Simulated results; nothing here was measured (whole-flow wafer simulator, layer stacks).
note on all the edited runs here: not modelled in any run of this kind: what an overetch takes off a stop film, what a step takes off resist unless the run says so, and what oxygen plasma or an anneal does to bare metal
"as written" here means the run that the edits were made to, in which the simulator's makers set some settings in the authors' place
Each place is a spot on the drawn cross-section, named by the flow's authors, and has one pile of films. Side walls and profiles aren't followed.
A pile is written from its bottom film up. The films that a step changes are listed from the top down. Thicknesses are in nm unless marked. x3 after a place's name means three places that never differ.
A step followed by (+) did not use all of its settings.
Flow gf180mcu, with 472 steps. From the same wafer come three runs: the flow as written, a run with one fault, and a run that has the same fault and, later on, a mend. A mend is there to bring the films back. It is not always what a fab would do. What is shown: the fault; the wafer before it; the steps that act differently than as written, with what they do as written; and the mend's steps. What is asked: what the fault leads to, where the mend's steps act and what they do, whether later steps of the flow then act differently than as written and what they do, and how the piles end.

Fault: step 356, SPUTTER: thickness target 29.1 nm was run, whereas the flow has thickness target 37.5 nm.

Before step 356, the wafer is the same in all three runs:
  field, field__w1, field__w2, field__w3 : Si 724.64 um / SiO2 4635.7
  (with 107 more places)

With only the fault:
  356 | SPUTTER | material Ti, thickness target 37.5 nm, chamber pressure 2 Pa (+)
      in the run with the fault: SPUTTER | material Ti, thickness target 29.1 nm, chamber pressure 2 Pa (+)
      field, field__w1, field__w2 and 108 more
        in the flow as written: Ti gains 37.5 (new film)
        in the run with the fault: Ti gains 29.1 (new film)
  Later steps of the flow acting differently than as written:
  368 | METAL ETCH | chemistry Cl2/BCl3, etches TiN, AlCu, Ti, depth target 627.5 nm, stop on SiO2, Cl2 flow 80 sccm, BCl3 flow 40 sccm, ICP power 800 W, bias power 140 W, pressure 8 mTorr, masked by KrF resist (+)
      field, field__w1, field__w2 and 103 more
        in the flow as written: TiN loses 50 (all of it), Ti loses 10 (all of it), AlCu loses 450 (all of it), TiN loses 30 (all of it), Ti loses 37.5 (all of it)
        in the run with the fault: TiN loses 50 (all of it), Ti loses 10 (all of it), AlCu loses 450 (all of it), TiN loses 30 (all of it), Ti loses 29.1 (all of it)
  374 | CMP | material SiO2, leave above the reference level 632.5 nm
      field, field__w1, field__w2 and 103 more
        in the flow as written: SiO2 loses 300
        in the run with the fault: SiO2 loses 308.4
  At field__w8, contact, m1, m1__w1, m1_nw, the piles at the end differ from the flow's by more than 2% or 0.5 nm, whichever is larger.
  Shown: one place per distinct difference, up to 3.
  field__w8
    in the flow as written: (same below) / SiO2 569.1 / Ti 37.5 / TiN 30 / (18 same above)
    in the run with the fault: (same below) / SiO2 569.1 / Ti 29.1 / TiN 30 / (18 same above)
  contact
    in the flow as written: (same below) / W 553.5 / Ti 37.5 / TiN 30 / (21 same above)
    in the run with the fault: (same below) / W 553.5 / Ti 29.1 / TiN 30 / (21 same above)

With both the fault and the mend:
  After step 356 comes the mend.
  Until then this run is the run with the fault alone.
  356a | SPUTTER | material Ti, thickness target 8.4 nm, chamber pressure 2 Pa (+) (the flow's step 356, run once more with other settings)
      field, field__w1, field__w2 and 108 more
        Ti gains 8.4
  None of the later steps of the flow acts differently than as written at any place that is followed.
  The piles end the same as the flow's at every place that both follow.
